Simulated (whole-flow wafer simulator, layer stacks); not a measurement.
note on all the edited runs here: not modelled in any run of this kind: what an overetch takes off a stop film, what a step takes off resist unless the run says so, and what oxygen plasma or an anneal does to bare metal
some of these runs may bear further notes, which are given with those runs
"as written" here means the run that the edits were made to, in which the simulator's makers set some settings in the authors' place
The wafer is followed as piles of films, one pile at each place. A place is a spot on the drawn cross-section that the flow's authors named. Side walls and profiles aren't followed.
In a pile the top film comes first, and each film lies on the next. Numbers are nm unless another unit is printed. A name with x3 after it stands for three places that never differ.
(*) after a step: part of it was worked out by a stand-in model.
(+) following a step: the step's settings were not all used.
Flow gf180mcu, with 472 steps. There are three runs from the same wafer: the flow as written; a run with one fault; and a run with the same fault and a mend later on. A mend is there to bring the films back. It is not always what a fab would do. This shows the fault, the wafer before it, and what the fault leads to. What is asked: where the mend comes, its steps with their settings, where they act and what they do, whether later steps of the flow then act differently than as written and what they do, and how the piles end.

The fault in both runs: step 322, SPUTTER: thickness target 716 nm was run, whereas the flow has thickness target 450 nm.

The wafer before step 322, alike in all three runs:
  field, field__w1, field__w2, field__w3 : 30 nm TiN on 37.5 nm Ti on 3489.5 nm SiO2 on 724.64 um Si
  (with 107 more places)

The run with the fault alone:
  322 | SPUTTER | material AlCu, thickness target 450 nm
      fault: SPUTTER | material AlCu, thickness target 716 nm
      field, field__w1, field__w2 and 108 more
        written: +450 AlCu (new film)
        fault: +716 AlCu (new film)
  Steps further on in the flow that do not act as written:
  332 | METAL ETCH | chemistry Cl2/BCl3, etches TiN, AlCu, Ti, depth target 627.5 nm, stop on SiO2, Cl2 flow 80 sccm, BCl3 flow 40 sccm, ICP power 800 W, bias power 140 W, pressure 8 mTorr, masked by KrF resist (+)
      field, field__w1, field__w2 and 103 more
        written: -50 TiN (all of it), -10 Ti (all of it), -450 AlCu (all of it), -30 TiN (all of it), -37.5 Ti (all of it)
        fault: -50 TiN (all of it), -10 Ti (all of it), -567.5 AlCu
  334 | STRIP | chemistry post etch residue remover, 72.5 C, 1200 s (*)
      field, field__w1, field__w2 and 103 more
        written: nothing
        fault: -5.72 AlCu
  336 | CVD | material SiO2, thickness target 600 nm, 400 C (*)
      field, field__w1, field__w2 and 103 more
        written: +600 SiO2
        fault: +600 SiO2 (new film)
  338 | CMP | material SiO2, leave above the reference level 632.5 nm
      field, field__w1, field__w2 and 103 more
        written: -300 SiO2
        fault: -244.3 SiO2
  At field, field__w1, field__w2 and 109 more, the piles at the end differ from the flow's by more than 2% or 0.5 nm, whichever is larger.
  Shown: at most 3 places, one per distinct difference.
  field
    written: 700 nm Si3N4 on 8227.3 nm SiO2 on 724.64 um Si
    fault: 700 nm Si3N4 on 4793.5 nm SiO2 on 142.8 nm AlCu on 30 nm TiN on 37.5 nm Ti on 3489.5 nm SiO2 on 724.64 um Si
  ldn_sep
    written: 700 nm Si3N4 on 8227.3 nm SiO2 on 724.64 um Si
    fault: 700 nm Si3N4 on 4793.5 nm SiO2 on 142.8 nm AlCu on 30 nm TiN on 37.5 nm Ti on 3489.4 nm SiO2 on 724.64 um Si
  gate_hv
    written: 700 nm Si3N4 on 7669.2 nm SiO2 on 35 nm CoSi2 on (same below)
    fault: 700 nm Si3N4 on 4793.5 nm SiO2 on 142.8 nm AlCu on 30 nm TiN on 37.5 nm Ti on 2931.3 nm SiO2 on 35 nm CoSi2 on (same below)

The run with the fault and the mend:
  After step 322 comes the mend.
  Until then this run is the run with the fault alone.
  322a | METAL ETCH | chemistry Cl2/BCl3, etches TiN, AlCu, Ti, depth target 266 nm, Cl2 flow 80 sccm, BCl3 flow 40 sccm, ICP power 800 W, bias power 140 W, pressure 8 mTorr (the flow's step 260 again, with other settings)
      field, field__w1, field__w2 and 108 more
        -266 AlCu
  None of the later steps of the flow acts differently than as written at any place that is followed.
  By the end, the piles equal the flow's at every place that both follow.
